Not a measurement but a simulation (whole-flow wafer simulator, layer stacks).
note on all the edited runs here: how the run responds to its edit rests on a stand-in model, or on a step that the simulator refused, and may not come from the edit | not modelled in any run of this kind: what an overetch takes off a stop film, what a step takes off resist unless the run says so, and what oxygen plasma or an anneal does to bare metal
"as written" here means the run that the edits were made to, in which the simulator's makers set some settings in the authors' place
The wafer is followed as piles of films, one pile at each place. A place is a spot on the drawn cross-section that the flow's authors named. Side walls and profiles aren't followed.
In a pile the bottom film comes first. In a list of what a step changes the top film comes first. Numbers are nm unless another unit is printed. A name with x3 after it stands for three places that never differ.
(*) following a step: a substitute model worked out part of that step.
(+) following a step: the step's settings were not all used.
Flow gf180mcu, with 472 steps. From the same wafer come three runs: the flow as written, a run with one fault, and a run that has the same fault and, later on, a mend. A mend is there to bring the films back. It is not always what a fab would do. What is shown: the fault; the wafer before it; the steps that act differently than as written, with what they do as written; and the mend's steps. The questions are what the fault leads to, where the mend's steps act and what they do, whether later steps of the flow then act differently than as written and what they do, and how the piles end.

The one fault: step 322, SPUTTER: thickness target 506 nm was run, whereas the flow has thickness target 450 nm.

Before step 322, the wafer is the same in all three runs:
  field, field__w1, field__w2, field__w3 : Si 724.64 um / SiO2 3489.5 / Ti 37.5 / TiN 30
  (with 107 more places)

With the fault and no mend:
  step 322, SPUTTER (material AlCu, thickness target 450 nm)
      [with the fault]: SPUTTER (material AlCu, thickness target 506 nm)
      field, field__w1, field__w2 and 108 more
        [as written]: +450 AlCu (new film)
        [with the fault]: +506 AlCu (new film)
  Steps further on in the flow that do not act as written:
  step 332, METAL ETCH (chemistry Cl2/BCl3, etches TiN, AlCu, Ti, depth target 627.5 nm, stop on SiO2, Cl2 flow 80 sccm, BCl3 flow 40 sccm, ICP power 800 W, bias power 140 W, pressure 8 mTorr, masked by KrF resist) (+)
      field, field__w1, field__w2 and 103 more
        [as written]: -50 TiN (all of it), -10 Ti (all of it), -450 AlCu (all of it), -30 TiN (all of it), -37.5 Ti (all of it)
        [with the fault]: -50 TiN (all of it), -10 Ti (all of it), -506 AlCu (all of it), -30 TiN (all of it), -31.5 Ti
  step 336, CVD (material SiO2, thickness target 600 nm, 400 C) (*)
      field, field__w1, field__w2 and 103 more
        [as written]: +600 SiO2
        [with the fault]: +600 SiO2 (new film)
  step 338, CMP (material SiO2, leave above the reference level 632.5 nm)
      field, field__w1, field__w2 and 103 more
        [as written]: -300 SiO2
        [with the fault]: -250 SiO2
  By the end, the piles at field, field__w1, field__w2 and 109 more depart from the flow's by more than 2% or 0.5 nm, whichever is larger.
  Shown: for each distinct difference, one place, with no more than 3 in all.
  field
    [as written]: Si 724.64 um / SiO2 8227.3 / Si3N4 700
    [with the fault]: Si 724.64 um / SiO2 3489.5 / Ti 6 / SiO2 4787.8 / Si3N4 700
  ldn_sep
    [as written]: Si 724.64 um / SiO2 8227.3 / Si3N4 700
    [with the fault]: Si 724.64 um / SiO2 3489.4 / Ti 6 / SiO2 4787.8 / Si3N4 700
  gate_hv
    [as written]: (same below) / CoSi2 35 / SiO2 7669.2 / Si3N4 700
    [with the fault]: (same below) / CoSi2 35 / SiO2 2931.3 / Ti 6 / SiO2 4787.8 / Si3N4 700

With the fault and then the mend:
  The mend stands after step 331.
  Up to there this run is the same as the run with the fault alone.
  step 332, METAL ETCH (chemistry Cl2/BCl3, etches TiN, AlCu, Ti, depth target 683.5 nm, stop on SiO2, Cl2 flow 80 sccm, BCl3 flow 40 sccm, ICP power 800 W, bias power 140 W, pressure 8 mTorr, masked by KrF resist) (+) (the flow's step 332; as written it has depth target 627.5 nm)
      field, field__w1, field__w2 and 103 more
        -50 TiN (all of it), -10 Ti (all of it), -506 AlCu (all of it), -30 TiN (all of it), -37.5 Ti (all of it)
      field__w8, contact, m1, m1__w1, m1_nw
        -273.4 KrF resist
  Steps further on in the flow that do not act as written:
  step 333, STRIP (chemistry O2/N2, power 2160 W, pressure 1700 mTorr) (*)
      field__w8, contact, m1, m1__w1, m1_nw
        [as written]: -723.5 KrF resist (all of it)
        [with the mend]: -701.1 KrF resist (all of it)
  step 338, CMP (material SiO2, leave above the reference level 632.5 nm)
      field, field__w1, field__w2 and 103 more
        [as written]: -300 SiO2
        [with the mend]: -244 SiO2
  By the end, the piles at field__w8, contact, m1, m1__w1, m1_nw depart from the flow's by more than 2% or 0.5 nm, whichever is larger.
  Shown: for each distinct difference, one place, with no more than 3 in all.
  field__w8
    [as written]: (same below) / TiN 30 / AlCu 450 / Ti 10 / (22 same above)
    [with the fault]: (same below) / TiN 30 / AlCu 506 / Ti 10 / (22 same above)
    [with the mend]: (same below) / TiN 30 / AlCu 506 / Ti 10 / (22 same above)
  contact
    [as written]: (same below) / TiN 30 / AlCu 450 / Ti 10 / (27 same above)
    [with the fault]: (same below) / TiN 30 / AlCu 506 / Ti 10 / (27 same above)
    [with the mend]: (same below) / TiN 30 / AlCu 506 / Ti 10 / (27 same above)
